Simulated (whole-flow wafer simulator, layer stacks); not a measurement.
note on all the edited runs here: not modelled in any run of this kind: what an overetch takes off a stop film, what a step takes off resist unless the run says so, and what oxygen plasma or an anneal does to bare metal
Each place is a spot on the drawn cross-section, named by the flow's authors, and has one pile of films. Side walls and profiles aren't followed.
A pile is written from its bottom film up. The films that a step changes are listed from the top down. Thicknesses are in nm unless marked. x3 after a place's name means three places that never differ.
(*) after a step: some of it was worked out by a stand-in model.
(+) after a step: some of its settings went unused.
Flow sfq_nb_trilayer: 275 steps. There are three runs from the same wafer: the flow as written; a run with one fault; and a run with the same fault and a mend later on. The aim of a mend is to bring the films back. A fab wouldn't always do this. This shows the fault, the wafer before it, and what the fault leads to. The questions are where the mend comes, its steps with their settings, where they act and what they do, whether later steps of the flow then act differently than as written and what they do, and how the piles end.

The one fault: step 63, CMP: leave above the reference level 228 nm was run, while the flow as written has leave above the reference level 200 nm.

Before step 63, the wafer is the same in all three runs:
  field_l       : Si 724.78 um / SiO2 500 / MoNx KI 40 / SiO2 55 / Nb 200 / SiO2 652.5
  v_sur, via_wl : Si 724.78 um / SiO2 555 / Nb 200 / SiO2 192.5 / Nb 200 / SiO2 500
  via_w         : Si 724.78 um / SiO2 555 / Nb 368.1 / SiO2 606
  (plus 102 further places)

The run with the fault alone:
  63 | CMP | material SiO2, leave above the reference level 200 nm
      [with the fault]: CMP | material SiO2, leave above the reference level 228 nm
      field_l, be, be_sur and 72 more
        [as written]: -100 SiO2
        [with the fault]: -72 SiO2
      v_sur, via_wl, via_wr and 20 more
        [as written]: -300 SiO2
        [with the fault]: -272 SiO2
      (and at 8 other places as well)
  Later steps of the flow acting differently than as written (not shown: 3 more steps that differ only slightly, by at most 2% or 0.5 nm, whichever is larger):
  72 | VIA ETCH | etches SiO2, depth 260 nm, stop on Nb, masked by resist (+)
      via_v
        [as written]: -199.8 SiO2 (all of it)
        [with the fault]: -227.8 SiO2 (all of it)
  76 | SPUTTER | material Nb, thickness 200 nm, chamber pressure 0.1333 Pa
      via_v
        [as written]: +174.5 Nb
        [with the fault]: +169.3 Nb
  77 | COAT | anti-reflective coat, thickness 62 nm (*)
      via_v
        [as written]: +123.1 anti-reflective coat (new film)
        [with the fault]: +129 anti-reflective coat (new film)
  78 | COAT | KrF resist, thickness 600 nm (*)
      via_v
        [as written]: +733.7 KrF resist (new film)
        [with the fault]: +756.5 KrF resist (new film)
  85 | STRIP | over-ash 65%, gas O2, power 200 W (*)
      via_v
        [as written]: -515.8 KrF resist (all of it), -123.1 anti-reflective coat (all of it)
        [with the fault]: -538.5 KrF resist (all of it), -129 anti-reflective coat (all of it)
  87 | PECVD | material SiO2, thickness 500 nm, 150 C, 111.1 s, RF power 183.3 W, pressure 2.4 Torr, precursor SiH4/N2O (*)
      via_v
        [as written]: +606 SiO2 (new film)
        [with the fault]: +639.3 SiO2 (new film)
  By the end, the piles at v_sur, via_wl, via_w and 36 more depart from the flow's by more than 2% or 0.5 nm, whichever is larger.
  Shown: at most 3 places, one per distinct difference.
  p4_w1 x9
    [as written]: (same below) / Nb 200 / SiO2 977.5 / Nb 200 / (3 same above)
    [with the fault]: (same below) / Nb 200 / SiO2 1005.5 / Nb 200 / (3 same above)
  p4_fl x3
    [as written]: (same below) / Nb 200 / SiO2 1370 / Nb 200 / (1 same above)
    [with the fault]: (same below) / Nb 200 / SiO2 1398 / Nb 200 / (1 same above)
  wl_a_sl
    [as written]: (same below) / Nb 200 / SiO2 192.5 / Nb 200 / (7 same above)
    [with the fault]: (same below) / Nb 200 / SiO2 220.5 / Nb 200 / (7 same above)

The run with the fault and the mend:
  The mend follows step 64.
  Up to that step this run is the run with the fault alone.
  64a | CMP | material SiO2, leave above the reference level 200 nm (the flow's step 63, run once more)
      field_l, v_sur, via_wl and 103 more
        -28 SiO2
  None of the later steps of the flow acts differently than as written at any place that is followed.
  By the end, the piles equal the flow's at every place that both follow.
